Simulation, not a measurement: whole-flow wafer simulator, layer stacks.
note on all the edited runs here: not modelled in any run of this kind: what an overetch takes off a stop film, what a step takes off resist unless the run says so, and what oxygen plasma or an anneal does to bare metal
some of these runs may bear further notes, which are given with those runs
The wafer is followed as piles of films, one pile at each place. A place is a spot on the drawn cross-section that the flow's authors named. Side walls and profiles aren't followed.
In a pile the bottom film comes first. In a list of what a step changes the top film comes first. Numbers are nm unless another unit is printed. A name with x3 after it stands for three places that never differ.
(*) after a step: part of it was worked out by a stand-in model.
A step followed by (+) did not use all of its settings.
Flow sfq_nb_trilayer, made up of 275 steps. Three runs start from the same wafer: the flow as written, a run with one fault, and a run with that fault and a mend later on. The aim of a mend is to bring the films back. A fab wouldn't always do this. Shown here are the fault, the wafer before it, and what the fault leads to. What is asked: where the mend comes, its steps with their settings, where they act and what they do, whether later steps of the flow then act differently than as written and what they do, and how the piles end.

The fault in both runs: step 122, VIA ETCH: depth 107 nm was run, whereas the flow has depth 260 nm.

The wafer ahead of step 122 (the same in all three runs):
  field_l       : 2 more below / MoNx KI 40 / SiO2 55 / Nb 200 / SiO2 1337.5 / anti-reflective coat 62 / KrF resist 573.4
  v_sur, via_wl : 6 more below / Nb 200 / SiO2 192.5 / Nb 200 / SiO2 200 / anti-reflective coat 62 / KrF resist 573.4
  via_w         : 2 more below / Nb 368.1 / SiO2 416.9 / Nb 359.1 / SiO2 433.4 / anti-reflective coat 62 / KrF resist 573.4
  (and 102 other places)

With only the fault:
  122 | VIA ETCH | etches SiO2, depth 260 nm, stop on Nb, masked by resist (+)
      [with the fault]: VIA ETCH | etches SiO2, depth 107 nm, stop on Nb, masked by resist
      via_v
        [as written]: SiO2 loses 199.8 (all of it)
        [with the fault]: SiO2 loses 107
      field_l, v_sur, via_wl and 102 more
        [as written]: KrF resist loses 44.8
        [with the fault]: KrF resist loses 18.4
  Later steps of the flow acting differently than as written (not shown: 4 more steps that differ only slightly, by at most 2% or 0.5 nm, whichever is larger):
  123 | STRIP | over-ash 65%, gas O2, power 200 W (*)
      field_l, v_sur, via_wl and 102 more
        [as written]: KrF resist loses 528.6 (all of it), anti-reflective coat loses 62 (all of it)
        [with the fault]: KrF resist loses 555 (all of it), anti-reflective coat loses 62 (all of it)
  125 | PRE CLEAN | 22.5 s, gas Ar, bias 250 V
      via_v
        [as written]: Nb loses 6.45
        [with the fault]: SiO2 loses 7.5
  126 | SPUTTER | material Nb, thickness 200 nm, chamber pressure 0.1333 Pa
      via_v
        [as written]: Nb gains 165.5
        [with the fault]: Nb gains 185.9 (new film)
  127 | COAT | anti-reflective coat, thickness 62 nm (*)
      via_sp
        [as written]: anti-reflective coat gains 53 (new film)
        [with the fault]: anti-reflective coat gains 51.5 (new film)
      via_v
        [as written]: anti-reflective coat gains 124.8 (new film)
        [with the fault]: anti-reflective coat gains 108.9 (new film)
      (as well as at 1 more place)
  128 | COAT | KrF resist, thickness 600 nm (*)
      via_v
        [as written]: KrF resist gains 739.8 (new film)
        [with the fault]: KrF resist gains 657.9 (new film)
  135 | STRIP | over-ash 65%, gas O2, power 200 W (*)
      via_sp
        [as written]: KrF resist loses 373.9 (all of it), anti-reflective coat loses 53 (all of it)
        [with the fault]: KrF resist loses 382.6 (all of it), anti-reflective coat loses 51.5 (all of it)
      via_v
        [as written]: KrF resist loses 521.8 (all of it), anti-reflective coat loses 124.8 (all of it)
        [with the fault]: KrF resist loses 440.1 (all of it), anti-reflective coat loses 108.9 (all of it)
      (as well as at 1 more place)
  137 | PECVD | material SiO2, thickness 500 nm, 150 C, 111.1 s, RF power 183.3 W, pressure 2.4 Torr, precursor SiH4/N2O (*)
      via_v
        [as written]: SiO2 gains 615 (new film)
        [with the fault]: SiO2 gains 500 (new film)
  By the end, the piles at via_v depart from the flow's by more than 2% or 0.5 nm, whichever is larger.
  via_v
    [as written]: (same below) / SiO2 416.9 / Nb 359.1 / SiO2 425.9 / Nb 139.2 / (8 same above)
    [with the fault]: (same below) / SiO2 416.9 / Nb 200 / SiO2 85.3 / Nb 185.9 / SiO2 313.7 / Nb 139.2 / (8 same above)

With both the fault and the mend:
  The mend stands after step 122.
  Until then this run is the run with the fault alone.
  122a | VIA ETCH | etches SiO2, depth 153 nm, stop on Nb, masked by resist (+) (a further turn of the flow's step 122, with different settings)
      field_l, v_sur, via_wl and 102 more
        KrF resist loses 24
      via_v
        SiO2 loses 92.8 (all of it)
  Later steps of the flow that are run all act as written at every place that is followed, up to a difference of at most 2% or 0.5 nm, whichever is larger.
  By the end, the piles equal the flow's at every place that both follow.
